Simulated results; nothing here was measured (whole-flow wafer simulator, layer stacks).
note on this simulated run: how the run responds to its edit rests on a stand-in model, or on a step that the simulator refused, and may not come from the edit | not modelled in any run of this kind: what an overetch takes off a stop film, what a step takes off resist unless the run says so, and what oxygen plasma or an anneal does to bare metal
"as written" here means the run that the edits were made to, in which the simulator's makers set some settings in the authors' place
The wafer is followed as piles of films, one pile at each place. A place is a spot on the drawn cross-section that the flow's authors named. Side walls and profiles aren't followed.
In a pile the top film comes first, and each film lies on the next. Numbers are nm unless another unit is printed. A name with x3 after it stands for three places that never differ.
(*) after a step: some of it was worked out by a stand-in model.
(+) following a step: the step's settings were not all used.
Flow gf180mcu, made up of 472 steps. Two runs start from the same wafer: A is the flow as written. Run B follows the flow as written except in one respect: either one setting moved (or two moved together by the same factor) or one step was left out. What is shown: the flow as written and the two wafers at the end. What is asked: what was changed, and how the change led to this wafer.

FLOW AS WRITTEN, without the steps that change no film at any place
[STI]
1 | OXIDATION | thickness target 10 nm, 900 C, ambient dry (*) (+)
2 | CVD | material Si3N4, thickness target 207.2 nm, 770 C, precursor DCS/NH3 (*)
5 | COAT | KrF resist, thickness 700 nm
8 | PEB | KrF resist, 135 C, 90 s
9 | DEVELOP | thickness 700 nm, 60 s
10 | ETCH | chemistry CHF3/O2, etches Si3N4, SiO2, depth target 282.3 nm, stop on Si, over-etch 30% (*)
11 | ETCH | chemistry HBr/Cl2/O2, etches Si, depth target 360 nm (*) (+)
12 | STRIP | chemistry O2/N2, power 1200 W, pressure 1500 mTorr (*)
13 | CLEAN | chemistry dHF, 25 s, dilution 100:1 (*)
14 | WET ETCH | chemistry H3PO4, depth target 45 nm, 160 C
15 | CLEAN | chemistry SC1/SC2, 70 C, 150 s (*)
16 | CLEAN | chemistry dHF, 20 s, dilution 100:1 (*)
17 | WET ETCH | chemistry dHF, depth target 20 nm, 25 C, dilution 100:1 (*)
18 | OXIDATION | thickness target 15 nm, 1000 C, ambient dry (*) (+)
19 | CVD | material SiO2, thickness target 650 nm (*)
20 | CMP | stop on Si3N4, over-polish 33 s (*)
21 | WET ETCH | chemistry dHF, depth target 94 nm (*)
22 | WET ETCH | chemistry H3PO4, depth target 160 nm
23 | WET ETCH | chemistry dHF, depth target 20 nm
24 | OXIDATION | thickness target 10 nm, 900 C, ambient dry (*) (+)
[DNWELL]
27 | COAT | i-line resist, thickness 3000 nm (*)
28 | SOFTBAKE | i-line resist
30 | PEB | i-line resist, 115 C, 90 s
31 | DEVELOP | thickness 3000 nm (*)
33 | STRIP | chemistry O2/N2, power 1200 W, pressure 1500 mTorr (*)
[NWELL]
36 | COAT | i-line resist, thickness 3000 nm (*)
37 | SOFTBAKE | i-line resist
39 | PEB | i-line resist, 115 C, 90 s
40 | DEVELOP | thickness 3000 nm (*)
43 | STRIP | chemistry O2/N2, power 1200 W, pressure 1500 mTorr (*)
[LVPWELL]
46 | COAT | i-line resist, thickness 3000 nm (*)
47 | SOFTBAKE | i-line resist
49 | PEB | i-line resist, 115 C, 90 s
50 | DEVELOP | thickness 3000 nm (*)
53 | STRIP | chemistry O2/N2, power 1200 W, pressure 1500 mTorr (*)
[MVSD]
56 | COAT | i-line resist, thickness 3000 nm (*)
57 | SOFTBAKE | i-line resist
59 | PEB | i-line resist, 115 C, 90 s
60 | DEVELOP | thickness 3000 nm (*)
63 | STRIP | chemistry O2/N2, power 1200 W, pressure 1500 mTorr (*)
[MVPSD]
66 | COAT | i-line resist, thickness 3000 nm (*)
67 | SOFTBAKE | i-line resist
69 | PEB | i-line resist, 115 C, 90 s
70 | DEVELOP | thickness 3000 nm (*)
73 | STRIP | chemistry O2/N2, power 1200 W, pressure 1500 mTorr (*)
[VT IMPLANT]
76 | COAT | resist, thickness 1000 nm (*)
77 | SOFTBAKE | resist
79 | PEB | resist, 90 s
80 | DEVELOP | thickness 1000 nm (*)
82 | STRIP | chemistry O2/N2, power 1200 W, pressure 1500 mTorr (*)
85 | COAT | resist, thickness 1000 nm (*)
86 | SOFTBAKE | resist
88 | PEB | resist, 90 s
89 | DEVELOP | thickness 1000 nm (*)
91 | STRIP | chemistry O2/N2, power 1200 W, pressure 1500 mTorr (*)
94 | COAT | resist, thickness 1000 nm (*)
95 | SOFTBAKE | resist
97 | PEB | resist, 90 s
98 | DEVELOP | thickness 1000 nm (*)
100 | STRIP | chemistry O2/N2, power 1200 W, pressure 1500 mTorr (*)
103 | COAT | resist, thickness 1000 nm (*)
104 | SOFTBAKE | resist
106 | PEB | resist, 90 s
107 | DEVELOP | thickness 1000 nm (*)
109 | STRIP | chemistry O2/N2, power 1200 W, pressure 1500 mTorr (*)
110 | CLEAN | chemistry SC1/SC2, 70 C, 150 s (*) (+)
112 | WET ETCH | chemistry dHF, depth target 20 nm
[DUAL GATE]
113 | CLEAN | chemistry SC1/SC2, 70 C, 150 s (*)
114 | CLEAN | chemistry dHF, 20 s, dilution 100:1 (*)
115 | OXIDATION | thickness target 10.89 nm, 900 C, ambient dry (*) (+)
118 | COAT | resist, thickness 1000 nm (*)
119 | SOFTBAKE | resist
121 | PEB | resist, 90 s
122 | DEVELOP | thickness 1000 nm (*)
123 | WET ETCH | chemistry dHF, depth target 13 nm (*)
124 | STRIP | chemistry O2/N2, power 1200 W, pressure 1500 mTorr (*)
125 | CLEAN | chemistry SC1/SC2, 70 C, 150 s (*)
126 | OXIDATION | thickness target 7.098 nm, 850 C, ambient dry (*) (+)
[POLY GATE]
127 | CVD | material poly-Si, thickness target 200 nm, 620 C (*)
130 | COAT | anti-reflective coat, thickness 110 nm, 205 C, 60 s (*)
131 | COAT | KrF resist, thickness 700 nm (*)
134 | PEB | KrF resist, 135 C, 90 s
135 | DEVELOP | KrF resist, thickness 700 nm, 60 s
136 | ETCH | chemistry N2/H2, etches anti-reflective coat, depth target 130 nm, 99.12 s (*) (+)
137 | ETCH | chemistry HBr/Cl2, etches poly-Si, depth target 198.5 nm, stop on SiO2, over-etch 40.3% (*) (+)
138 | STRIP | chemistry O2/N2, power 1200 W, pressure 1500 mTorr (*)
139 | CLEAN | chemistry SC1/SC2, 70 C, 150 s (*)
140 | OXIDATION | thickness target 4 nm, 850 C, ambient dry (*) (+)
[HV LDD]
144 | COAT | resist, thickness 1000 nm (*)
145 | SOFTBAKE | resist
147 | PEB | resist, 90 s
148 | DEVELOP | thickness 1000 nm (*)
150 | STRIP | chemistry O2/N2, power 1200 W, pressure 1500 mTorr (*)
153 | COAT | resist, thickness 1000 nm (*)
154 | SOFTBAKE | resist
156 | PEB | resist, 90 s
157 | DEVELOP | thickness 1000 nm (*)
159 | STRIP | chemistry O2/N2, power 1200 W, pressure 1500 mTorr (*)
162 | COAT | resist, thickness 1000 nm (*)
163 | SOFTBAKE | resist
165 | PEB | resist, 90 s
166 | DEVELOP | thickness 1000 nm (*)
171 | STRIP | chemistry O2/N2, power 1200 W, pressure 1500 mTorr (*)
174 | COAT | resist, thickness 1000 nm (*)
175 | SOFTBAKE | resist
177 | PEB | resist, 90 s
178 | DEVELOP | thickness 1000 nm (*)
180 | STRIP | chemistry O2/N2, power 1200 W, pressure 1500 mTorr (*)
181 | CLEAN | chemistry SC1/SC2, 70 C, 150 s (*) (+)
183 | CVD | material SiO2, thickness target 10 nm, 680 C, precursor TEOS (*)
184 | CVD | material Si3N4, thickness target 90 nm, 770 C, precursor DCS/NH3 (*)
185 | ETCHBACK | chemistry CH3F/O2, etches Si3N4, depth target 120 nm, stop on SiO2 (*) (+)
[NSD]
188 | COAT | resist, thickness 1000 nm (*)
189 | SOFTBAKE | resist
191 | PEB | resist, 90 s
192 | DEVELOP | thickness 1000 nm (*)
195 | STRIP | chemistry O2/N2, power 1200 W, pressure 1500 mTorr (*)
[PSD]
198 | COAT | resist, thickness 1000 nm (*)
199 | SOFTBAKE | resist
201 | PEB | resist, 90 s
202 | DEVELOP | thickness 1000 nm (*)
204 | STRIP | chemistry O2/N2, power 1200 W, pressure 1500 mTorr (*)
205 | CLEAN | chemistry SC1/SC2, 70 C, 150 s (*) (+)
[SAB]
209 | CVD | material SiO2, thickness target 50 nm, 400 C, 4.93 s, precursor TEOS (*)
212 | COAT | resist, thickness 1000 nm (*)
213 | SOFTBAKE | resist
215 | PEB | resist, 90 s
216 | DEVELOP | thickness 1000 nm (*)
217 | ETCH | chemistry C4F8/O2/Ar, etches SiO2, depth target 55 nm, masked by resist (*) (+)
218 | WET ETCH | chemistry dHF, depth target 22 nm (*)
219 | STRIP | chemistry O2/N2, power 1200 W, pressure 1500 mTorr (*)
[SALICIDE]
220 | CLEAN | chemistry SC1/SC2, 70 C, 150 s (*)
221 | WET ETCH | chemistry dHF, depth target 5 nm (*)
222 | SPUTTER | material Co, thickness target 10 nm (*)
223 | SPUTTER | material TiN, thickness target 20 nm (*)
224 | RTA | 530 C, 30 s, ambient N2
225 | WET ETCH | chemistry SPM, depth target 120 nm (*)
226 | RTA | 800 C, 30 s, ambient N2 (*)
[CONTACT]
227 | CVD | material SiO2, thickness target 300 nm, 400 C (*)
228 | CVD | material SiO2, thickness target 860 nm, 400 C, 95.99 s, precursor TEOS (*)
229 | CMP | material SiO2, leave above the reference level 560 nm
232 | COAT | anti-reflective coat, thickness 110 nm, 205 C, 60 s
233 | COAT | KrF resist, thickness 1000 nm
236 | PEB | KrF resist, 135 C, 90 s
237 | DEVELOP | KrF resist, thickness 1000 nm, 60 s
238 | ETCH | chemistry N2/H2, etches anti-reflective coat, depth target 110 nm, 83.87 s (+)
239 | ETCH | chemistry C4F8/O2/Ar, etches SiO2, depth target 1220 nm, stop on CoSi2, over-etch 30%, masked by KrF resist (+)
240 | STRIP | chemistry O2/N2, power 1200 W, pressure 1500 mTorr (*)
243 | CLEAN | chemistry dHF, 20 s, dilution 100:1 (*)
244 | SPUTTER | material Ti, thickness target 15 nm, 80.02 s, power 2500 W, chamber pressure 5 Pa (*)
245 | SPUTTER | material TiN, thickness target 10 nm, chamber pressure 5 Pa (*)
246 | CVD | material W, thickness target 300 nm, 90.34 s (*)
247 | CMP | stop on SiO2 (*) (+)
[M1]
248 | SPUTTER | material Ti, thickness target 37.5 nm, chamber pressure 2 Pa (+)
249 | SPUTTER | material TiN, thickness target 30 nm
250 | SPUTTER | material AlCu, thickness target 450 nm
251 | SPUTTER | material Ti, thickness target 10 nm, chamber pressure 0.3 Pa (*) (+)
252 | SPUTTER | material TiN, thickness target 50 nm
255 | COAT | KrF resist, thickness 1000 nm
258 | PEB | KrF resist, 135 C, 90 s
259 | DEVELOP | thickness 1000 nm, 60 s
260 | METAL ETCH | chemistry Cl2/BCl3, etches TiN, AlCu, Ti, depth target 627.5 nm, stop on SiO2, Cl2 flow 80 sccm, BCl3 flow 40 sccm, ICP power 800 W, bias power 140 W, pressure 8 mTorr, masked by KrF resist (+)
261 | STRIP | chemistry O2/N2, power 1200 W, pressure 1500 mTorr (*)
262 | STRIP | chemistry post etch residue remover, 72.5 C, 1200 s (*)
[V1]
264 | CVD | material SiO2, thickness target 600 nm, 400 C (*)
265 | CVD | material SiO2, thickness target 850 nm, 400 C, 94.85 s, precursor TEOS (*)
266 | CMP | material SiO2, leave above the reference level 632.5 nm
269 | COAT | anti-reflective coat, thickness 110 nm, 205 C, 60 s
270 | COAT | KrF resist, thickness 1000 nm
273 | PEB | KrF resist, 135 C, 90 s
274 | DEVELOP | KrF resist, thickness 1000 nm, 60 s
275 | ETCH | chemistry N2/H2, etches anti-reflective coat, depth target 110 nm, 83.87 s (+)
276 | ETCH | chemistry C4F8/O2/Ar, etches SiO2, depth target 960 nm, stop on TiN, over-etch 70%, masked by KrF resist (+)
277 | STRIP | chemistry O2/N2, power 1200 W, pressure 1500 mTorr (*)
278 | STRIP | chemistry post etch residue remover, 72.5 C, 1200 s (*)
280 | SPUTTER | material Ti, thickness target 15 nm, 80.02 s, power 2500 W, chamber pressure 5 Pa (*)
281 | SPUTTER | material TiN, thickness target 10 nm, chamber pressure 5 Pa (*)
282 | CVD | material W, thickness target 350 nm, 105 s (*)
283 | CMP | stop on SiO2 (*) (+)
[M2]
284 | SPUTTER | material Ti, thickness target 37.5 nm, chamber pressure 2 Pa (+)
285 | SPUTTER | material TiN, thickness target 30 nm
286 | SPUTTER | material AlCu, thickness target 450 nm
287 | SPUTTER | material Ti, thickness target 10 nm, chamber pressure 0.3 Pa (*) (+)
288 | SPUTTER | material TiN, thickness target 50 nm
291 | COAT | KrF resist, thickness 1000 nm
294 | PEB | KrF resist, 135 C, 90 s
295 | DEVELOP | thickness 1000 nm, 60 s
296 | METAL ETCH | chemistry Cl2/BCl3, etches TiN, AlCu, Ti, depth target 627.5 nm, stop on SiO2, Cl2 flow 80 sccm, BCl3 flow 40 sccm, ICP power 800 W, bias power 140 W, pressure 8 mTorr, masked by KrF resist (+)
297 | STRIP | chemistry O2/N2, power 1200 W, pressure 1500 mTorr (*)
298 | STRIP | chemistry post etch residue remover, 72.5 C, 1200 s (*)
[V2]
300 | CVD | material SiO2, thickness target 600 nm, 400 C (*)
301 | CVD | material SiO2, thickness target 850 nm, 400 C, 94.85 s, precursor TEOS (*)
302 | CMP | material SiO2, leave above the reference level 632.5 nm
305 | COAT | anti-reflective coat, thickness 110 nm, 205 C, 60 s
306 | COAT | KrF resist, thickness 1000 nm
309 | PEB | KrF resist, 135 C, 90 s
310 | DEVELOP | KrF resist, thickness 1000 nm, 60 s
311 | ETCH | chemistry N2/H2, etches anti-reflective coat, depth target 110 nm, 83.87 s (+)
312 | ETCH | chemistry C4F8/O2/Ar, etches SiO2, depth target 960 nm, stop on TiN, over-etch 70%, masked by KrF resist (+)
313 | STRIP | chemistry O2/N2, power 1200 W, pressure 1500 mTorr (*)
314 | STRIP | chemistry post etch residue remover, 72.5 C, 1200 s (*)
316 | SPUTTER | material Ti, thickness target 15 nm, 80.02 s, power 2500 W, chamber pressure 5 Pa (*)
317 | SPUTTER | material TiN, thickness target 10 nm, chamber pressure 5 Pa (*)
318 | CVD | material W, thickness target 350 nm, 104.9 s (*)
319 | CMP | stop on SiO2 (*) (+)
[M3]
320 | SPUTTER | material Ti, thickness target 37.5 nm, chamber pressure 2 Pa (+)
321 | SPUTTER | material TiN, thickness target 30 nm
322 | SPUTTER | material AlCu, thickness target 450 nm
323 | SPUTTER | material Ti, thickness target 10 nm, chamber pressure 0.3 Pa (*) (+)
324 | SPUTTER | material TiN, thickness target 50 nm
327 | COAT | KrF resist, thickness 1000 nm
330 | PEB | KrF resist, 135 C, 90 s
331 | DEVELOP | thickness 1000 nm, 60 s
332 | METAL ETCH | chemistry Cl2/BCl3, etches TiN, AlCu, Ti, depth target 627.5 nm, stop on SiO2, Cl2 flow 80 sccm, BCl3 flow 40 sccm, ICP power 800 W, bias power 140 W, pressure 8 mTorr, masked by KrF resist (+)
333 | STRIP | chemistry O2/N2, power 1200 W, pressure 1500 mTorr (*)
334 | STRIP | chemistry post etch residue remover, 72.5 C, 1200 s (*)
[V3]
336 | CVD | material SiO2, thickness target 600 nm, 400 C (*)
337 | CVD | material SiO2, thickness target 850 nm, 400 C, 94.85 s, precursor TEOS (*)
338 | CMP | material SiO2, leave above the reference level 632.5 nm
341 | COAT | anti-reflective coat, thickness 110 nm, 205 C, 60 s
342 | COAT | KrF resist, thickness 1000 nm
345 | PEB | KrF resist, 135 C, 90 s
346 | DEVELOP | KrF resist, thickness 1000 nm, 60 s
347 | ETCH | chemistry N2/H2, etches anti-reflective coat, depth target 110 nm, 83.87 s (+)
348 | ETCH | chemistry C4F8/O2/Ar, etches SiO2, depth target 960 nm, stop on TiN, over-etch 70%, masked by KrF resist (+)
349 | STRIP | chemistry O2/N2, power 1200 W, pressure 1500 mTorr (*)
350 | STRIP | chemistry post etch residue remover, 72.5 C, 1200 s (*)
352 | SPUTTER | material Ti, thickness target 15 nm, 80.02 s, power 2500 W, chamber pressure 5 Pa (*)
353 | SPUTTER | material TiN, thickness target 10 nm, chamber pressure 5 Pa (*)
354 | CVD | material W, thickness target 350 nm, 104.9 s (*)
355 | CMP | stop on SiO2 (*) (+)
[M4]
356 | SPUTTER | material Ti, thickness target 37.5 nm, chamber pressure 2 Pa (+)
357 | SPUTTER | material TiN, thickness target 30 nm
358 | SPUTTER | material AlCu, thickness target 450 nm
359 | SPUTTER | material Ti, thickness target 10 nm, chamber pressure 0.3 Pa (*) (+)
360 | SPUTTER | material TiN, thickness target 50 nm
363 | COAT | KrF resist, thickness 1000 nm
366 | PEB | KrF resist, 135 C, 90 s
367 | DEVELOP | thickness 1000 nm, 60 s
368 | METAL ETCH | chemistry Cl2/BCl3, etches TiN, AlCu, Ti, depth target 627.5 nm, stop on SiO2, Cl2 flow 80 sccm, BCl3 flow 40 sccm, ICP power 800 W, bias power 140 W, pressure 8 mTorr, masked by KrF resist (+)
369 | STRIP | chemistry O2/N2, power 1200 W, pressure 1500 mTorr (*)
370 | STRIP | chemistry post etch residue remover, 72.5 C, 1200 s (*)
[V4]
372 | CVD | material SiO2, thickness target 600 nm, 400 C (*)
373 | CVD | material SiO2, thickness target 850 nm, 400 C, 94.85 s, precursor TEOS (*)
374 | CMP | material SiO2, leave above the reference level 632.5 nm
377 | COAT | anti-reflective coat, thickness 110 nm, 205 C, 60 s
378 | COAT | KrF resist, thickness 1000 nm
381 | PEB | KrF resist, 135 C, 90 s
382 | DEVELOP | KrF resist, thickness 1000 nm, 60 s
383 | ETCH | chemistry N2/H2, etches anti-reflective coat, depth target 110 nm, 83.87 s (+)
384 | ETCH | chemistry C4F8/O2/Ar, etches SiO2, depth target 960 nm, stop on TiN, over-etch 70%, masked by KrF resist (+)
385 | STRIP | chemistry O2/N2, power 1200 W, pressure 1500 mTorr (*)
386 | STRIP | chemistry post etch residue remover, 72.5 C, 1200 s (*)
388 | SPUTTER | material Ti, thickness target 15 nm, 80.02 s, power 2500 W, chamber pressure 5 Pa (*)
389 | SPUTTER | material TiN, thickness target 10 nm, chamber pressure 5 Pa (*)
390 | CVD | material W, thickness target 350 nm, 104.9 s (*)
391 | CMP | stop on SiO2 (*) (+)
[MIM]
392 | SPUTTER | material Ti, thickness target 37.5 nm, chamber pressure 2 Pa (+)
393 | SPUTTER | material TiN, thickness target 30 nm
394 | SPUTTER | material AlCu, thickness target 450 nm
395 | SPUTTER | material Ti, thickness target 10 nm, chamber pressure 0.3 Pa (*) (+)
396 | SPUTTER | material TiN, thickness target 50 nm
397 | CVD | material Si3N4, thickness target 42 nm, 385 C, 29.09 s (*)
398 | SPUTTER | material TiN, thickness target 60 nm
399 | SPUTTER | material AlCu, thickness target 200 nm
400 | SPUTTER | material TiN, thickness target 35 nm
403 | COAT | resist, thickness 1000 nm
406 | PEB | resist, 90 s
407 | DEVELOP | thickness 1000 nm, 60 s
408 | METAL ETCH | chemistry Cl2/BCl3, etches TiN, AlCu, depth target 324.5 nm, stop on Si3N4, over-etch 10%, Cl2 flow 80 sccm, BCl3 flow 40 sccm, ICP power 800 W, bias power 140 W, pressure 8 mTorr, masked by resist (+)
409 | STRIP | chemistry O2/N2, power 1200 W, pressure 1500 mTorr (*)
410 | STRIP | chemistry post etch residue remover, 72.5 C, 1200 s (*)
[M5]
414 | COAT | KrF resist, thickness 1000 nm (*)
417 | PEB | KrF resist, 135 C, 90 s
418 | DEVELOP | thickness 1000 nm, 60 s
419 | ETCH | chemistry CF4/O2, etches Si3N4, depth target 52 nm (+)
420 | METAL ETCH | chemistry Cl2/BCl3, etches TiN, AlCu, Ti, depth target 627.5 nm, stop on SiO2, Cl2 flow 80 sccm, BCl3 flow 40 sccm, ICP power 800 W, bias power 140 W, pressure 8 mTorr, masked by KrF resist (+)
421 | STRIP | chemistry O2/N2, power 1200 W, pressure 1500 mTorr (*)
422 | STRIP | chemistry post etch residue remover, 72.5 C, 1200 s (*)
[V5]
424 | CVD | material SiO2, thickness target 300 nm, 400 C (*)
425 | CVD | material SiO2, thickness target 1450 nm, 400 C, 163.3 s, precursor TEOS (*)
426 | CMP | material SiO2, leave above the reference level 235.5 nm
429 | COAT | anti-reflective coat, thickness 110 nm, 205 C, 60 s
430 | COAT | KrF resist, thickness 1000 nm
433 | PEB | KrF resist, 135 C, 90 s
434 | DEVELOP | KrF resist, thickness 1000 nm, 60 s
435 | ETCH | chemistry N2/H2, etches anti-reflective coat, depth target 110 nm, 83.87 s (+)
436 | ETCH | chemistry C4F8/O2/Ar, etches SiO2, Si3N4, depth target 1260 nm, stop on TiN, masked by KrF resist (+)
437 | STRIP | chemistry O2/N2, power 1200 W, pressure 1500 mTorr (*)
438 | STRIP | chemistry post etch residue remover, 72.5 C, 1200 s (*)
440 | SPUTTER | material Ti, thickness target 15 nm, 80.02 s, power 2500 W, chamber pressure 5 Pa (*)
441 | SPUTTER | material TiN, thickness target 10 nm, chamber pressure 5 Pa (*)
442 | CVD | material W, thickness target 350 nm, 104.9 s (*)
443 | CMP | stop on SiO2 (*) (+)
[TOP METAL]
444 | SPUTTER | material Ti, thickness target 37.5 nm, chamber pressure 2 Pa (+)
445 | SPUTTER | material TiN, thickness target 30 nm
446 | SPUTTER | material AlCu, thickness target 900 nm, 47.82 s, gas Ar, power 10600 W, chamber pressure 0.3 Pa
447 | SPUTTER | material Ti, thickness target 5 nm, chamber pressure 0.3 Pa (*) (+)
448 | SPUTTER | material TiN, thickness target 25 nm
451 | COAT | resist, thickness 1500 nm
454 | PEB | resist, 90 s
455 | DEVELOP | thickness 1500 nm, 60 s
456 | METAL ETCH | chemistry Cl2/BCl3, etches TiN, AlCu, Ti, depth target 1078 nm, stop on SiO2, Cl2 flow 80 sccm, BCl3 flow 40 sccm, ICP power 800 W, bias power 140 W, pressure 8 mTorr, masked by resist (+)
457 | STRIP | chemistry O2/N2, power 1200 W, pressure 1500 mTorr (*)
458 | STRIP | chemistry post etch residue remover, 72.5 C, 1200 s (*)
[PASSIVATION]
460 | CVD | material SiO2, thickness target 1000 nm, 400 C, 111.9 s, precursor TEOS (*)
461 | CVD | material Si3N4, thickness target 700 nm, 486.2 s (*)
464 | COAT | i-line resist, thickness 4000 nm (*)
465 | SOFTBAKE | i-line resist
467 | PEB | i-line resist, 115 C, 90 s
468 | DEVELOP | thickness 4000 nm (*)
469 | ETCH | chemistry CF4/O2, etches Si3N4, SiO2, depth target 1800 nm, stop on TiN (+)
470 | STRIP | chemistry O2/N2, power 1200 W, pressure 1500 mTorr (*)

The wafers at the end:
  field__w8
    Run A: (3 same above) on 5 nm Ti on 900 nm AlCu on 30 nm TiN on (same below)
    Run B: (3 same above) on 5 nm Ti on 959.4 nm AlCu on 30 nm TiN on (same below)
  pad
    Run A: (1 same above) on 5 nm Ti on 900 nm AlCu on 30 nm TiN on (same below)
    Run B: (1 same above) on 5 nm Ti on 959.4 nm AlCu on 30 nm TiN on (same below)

Cause: step 446, SPUTTER: thickness target 959.4 nm was run, while the flow as written has thickness target 900 nm.
The wafer itself shows it: field__w8 has AlCu 959.4, and step 446 as written asks for 900 nm.

Step by step, how the change led to this:
  446 | SPUTTER | material AlCu, thickness target 900 nm, 47.82 s, gas Ar, power 10600 W, chamber pressure 0.3 Pa
      field, field__w1, field__w2 and 109 more: A AlCu gains 900 (new film) | B AlCu gains 959.4 (new film)
  456 | METAL ETCH | chemistry Cl2/BCl3, etches TiN, AlCu, Ti, depth target 1078 nm, stop on SiO2, Cl2 flow 80 sccm, BCl3 flow 40 sccm, ICP power 800 W, bias power 140 W, pressure 8 mTorr, masked by resist (+)
      field, field__w1, field__w2 and 103 more: A TiN loses 25 (all of it), Ti loses 5 (all of it), AlCu loses 900 (all of it), TiN loses 30 (all of it), Ti loses 37.5 (all of it) | B TiN loses 25 (all of it), Ti loses 5 (all of it), AlCu loses 959.4 (all of it), TiN loses 30 (all of it), Ti loses 37.5 (all of it)
  464 | COAT | i-line resist, thickness 4000 nm (*)
      contact: A i-line resist gains 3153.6 (new film) | B i-line resist gains 3079.9 (new film)
      m1: A i-line resist gains 3158.3 (new film) | B i-line resist gains 3082.5 (new film)
      (also at 1 further place)
  465 | SOFTBAKE | i-line resist
      field__w11, field__w13: A i-line resist gains 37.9 | B i-line resist gains 34.2
      field: A i-line resist loses 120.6 | B i-line resist loses 118.1
      (also at 65 further places)
  467 | PEB | i-line resist, 115 C, 90 s
      field__w8, m1__w1: A i-line resist loses 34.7 | B i-line resist loses 33.7
      contact, m1: A i-line resist loses 35.1 | B i-line resist loses 34
      (also at 2 further places)
  470 | STRIP | chemistry O2/N2, power 1200 W, pressure 1500 mTorr (*)
      field__w8, m1__w1: A i-line resist loses 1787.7 (all of it) | B i-line resist loses 1730.4 (all of it)
      contact: A i-line resist loses 1811.2 (all of it) | B i-line resist loses 1746.6 (all of it)
      (also at 2 further places)
